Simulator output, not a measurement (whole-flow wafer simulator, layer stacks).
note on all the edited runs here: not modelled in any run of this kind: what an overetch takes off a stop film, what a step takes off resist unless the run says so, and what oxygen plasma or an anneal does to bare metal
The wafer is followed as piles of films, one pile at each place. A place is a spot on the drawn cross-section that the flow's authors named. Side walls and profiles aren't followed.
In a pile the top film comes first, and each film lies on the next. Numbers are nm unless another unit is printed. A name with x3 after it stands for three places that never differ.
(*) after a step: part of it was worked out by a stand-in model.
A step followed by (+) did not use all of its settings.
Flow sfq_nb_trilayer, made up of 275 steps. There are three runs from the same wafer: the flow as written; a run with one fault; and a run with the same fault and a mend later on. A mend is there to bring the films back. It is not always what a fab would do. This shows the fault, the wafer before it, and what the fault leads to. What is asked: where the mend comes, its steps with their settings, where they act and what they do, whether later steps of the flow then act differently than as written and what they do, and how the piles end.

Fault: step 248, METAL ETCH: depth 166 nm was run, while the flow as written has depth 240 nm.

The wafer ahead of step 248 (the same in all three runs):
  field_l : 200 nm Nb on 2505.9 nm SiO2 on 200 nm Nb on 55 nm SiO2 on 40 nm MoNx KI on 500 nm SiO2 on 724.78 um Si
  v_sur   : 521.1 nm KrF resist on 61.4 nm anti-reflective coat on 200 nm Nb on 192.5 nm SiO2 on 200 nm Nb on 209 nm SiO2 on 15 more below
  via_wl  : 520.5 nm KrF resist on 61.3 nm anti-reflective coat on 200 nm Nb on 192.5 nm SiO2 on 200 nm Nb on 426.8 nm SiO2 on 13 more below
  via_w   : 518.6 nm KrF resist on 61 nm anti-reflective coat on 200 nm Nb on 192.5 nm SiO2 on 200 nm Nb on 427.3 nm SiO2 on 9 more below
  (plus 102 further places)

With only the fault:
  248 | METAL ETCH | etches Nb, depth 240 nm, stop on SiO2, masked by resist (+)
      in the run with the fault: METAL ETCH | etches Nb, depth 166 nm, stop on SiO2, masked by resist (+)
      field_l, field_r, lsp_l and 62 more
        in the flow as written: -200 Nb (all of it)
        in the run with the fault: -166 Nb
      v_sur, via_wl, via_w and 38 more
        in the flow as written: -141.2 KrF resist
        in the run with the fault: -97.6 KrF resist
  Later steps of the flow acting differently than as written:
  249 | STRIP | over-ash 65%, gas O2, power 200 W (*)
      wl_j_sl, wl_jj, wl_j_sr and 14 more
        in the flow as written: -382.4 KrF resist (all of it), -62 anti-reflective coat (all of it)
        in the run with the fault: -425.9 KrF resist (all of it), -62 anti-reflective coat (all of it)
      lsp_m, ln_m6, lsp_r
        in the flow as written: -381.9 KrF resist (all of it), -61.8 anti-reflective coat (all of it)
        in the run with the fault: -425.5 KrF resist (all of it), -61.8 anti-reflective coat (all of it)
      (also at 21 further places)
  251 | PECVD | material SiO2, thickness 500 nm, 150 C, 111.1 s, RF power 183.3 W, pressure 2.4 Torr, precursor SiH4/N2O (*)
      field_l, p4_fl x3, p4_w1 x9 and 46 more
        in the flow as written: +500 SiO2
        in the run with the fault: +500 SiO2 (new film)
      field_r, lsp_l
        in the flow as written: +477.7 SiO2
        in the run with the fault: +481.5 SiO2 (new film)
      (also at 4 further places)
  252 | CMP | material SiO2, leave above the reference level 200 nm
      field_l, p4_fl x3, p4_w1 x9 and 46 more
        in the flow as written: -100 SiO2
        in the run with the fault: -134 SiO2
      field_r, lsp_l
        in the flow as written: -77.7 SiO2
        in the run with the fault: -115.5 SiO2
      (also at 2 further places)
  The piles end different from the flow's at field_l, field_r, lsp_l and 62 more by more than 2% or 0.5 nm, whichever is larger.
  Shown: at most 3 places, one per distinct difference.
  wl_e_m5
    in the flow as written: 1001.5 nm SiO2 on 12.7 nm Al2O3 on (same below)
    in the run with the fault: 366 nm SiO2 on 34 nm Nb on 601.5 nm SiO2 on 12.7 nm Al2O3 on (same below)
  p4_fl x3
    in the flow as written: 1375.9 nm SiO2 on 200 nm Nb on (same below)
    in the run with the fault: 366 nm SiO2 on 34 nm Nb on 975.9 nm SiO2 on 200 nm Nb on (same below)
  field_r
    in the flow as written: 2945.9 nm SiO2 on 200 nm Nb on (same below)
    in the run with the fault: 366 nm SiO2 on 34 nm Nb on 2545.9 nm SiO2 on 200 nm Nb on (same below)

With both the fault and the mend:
  The mend follows step 248.
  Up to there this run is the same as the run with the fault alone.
  248a | METAL ETCH | etches Nb, depth 74 nm, stop on SiO2, masked by resist (+) (the flow's step 248 again, with other settings)
      field_l, field_r, lsp_l and 62 more
        -34 Nb (all of it)
      v_sur, via_wl, via_w and 38 more
        -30 KrF resist
  Later steps of the flow acting differently than as written:
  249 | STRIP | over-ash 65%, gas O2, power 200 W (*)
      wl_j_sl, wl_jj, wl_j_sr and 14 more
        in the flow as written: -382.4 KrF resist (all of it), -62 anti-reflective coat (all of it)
        in the run with the mend: -395.9 KrF resist (all of it), -62 anti-reflective coat (all of it)
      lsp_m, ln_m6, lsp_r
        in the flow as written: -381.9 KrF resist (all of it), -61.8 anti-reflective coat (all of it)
        in the run with the mend: -395.5 KrF resist (all of it), -61.8 anti-reflective coat (all of it)
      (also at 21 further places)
  At every place that both follow, the piles at the end match the flow's.
